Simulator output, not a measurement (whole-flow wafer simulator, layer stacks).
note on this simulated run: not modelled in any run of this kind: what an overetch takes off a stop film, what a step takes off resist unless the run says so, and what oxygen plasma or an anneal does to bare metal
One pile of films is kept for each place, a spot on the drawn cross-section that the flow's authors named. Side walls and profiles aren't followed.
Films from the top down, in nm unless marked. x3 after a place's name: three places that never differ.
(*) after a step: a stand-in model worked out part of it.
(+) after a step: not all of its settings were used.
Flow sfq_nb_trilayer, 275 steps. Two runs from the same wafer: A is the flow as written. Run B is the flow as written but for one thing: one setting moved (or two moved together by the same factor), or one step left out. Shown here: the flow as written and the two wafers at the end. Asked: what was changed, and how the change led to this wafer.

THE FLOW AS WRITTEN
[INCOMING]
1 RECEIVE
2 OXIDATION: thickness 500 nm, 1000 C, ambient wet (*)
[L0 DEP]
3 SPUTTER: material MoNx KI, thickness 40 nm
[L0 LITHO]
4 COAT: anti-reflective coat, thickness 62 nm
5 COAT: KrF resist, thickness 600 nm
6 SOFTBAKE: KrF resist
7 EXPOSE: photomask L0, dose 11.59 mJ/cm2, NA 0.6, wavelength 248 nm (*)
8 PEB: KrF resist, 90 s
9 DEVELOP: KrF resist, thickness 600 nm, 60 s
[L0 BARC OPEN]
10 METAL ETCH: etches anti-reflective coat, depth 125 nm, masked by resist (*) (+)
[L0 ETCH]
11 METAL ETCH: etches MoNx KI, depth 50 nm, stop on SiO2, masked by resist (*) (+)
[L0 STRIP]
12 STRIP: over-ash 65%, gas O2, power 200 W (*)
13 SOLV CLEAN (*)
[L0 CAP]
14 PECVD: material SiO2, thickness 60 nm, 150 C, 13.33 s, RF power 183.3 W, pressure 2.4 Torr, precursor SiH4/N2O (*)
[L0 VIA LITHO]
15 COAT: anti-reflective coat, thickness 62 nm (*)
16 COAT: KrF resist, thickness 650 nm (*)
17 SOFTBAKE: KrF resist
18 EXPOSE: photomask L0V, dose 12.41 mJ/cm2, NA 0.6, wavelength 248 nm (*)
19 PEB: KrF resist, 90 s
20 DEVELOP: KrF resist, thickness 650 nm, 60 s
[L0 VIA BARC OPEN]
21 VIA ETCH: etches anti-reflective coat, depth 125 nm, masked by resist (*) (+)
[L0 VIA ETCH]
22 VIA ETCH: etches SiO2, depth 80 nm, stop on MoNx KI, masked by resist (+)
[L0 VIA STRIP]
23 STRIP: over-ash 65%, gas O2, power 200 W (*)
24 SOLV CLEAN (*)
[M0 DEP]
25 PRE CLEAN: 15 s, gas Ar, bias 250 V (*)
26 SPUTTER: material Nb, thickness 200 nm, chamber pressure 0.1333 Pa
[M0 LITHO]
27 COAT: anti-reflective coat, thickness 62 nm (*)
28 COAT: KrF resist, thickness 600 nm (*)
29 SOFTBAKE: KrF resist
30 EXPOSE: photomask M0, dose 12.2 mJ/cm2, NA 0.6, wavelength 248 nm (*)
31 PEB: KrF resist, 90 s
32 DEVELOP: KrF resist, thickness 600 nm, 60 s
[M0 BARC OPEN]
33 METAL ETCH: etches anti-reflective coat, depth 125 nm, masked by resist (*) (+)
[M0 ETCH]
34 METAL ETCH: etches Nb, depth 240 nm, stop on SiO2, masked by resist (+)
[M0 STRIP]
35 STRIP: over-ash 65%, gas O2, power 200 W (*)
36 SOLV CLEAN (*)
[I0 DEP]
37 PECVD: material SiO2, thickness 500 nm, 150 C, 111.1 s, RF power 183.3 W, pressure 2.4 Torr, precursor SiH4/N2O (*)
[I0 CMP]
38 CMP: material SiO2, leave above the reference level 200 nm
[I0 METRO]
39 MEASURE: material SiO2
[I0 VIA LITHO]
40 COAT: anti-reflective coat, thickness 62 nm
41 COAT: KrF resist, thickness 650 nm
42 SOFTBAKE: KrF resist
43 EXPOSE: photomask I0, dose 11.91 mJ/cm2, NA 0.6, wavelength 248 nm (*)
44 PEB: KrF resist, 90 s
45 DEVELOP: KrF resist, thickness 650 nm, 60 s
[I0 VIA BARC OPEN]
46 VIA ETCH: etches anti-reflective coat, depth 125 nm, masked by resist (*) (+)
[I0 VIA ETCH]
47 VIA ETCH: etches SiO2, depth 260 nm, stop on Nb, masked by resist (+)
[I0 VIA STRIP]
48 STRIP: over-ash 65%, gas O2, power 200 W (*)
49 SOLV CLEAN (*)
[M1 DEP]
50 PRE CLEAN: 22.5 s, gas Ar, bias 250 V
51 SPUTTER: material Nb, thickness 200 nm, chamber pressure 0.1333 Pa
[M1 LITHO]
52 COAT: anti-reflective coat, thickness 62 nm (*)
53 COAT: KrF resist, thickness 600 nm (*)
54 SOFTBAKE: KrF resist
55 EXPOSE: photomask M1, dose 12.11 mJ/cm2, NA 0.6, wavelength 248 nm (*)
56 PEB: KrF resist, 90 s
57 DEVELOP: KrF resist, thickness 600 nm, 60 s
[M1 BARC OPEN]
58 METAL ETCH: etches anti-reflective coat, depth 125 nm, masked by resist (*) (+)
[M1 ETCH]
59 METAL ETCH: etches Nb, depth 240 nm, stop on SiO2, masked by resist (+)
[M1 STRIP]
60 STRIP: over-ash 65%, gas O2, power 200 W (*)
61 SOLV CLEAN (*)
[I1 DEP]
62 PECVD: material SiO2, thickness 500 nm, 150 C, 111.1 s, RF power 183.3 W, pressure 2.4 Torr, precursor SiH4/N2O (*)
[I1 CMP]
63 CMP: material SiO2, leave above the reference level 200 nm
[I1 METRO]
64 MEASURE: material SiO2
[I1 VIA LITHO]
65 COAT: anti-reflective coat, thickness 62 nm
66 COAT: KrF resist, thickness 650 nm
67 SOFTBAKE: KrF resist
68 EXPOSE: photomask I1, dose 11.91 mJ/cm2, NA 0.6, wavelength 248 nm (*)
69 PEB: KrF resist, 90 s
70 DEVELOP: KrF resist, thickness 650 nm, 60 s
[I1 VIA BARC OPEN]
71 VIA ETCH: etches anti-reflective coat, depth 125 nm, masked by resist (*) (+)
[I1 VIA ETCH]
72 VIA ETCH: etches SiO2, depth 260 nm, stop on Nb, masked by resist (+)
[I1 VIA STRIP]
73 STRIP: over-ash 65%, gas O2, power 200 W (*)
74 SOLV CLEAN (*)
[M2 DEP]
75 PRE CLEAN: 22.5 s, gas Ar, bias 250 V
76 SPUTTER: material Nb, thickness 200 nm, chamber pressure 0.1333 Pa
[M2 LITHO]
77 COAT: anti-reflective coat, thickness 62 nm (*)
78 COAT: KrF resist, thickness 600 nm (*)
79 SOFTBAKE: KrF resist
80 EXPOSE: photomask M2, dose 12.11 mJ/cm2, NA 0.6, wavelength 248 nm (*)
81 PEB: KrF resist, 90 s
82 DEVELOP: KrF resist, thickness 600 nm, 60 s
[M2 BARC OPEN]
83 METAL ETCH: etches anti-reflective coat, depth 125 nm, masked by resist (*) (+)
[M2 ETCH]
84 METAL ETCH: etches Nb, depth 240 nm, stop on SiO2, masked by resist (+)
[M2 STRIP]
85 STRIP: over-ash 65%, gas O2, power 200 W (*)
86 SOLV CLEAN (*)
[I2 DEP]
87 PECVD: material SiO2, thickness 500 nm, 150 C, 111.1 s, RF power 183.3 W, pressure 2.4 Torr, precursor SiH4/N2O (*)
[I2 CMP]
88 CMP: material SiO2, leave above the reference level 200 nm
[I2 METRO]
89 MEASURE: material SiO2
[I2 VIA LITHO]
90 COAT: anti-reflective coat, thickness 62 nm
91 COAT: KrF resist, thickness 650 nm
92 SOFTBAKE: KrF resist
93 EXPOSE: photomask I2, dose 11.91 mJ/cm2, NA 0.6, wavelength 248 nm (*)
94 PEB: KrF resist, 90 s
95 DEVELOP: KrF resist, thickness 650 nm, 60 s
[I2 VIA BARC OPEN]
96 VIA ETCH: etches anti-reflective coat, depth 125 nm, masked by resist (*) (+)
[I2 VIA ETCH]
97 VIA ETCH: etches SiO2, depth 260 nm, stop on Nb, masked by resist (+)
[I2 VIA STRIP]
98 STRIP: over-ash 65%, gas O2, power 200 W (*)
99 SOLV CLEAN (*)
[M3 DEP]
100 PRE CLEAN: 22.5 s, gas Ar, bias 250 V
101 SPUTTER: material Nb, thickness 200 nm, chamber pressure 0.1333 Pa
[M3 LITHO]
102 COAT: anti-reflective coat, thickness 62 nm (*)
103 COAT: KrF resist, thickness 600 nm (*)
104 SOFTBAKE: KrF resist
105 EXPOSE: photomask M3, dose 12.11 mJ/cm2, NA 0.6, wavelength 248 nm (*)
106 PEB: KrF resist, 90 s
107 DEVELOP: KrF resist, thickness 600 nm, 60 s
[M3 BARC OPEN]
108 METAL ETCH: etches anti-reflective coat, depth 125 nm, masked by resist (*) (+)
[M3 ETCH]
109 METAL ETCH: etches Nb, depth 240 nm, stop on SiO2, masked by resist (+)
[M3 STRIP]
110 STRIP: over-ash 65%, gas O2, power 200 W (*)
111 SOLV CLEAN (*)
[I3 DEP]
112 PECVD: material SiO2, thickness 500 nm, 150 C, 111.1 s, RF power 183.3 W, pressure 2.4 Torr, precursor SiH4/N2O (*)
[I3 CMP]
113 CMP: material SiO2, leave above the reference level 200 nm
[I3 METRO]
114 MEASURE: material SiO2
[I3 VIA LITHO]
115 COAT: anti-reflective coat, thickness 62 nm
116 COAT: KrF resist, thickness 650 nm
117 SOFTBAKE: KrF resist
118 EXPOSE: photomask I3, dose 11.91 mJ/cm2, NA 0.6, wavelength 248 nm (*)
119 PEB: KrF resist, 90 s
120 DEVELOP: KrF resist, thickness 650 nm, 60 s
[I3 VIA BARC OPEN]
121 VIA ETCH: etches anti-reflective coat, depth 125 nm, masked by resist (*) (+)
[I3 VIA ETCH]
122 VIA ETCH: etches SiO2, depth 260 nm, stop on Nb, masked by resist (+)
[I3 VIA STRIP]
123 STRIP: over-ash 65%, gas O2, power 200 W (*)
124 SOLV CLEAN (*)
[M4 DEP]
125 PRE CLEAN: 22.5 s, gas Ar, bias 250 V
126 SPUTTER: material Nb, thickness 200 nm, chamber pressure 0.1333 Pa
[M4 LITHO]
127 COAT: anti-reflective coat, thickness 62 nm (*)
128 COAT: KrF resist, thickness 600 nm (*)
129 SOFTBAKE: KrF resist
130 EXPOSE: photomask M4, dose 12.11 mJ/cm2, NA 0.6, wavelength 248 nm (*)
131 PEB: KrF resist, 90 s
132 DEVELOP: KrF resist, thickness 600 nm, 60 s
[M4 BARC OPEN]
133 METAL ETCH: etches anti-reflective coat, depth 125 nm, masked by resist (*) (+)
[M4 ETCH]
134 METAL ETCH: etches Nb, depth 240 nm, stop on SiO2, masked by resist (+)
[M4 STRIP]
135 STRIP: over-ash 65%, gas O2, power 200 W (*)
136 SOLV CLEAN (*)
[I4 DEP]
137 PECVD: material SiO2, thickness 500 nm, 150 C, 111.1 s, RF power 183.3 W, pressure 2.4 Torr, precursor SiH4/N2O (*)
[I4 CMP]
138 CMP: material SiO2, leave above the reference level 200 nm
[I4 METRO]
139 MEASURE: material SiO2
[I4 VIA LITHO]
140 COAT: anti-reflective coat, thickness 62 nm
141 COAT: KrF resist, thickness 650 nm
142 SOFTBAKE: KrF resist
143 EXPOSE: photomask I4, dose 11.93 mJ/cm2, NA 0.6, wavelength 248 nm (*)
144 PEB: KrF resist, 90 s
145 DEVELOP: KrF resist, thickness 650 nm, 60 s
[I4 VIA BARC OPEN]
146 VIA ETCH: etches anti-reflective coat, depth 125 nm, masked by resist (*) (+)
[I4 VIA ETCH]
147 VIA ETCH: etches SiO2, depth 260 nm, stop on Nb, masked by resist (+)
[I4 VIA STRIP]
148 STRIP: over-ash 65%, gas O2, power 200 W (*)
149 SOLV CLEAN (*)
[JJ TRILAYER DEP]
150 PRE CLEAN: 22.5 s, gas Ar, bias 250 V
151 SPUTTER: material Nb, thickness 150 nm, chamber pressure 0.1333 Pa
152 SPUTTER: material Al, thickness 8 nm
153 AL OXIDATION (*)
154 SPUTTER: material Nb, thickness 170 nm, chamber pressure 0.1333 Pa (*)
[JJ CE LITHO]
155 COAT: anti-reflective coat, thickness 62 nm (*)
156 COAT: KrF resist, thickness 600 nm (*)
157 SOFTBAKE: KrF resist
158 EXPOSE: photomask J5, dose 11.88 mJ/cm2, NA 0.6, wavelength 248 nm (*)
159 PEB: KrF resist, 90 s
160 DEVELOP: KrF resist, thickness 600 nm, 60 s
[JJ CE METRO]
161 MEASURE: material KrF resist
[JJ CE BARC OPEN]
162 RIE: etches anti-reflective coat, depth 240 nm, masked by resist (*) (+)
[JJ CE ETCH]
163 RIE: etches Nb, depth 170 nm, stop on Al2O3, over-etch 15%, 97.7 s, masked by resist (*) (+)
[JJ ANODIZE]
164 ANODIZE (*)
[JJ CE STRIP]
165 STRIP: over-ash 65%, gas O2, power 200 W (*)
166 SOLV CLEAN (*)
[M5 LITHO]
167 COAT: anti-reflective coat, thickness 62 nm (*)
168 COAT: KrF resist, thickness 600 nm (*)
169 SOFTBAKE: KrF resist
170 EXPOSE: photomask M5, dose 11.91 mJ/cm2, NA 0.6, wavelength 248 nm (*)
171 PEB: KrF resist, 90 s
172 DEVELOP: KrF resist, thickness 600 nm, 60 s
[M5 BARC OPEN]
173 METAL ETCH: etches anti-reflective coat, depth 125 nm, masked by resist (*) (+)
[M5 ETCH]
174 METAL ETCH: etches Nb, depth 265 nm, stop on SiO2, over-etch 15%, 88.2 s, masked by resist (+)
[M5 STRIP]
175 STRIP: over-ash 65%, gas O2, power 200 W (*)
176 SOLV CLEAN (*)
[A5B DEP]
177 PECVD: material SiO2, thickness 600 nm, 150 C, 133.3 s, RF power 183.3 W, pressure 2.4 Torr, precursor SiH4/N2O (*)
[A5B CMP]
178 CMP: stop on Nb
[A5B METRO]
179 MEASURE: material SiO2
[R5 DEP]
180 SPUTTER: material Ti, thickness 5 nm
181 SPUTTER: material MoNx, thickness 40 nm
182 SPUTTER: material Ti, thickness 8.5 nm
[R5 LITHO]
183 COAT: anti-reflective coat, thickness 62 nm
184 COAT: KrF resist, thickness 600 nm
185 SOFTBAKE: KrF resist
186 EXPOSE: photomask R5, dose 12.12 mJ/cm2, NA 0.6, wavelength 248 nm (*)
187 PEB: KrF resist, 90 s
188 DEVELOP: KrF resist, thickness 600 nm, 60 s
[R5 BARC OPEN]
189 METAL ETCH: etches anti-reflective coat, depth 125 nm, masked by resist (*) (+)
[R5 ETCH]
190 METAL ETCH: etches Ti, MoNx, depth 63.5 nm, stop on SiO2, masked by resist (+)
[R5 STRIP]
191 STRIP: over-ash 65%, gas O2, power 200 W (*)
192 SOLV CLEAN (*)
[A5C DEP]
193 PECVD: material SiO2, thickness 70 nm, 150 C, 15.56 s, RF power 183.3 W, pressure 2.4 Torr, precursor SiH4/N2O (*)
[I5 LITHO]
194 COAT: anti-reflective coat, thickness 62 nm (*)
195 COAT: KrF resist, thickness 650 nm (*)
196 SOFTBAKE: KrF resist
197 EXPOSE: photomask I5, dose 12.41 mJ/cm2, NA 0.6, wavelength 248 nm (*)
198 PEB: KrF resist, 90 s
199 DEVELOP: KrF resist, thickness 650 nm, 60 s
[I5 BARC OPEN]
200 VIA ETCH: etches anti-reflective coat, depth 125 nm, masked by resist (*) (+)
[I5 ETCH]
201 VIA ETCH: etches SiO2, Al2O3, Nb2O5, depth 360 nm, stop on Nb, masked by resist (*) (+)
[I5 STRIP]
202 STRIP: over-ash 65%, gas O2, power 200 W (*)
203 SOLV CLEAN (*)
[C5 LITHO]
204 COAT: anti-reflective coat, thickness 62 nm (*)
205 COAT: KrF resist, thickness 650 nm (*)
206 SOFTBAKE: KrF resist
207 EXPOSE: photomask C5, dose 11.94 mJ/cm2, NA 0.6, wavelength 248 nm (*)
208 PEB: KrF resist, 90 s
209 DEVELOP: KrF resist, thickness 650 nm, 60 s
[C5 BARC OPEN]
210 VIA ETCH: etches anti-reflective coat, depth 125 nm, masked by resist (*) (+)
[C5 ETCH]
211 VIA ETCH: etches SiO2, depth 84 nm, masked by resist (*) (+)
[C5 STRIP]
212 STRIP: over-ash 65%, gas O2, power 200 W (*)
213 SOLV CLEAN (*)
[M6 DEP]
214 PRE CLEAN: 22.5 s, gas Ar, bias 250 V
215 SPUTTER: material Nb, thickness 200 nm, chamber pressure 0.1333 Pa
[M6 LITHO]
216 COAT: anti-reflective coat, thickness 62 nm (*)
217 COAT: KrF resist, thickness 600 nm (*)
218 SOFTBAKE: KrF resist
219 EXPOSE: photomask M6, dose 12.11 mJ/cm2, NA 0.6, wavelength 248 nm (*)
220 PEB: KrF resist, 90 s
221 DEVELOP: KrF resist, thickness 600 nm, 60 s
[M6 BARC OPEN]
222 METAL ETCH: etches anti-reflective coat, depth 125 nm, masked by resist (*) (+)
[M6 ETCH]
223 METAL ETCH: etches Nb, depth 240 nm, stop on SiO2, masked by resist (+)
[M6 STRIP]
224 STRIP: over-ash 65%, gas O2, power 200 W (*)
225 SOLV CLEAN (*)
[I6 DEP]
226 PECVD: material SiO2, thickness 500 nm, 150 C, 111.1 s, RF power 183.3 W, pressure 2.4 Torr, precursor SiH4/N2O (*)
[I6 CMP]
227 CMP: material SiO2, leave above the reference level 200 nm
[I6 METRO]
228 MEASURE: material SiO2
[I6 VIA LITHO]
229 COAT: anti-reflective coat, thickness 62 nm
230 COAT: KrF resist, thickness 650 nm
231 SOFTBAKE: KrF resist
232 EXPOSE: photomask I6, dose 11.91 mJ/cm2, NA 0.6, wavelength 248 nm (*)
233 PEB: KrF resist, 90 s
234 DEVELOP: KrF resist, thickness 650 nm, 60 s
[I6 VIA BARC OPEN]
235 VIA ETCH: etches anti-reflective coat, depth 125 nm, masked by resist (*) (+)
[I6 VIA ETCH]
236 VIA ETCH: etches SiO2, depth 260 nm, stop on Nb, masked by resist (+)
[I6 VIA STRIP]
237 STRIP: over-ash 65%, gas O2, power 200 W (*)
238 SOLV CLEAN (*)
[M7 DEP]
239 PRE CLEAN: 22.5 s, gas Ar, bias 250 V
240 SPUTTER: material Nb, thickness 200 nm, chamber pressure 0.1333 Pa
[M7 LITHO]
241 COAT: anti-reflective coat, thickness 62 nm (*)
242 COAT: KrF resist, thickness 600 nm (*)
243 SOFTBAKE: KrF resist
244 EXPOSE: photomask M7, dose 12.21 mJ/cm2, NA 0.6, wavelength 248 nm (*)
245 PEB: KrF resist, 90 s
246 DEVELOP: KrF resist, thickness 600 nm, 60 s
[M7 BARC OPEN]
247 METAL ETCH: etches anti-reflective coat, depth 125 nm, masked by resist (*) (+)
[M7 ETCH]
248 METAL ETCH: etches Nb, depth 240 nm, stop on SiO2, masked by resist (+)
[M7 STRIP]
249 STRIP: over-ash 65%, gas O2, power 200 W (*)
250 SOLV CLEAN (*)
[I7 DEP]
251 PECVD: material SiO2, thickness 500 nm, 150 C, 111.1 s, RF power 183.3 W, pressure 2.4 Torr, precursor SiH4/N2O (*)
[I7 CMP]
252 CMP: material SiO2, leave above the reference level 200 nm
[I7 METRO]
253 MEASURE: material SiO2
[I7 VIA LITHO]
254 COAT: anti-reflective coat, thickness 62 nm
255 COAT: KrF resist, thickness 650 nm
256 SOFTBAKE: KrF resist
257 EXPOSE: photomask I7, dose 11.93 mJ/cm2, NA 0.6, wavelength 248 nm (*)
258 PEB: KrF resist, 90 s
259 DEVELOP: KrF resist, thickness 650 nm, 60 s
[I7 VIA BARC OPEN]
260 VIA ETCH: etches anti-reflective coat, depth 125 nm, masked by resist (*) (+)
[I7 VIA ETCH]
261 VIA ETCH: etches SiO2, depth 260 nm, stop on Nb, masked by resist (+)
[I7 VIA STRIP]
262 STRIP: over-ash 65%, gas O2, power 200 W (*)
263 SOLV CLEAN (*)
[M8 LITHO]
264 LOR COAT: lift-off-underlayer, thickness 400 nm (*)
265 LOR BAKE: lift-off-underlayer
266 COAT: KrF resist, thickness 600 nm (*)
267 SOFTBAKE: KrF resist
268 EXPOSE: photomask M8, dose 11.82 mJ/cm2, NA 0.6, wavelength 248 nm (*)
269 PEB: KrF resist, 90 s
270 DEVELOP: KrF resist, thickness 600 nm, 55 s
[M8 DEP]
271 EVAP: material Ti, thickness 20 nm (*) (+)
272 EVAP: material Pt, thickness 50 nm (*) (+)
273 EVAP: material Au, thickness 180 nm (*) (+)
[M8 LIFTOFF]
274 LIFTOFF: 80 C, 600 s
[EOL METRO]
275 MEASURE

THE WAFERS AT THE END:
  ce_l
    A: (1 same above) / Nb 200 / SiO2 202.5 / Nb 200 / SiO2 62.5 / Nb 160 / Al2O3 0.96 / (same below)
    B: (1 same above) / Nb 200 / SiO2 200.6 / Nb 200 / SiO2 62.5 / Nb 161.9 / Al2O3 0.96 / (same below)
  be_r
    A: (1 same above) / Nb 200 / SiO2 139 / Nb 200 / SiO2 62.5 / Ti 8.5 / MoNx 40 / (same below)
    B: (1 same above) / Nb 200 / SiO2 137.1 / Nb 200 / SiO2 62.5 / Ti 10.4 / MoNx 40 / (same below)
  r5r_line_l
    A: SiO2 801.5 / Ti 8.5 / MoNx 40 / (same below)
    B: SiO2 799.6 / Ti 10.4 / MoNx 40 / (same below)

The cause: step 182, SPUTTER: thickness 10.4 nm was run, where the flow has thickness 8.5 nm.
It can be read off the wafer: be_r has Ti 10.4, and step 182 as written asks for 8.5 nm.

How the change led to this, step by step:
  182 SPUTTER: material Ti, thickness 8.5 nm
      field_l, v_sur, via_wl and 103 more: A Ti +8.5 (new film) | B Ti +10.4 (new film)
  190 METAL ETCH: etches Ti, MoNx, depth 63.5 nm, stop on SiO2, masked by resist (+)
      field_l, v_sur, via_wl and 92 more: A Ti -8.5 (all of it), MoNx -40 (all of it), Ti -5 (all of it) | B Ti -10.4 (all of it), MoNx -40 (all of it), Ti -5 (all of it)
      ce_l, c5j, ce_r, wl_jj: A Ti -8.5 (all of it), MoNx -40 (all of it), Ti -5 (all of it), Nb -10 | B Ti -10.4 (all of it), MoNx -40 (all of it), Ti -5 (all of it), Nb -8.1
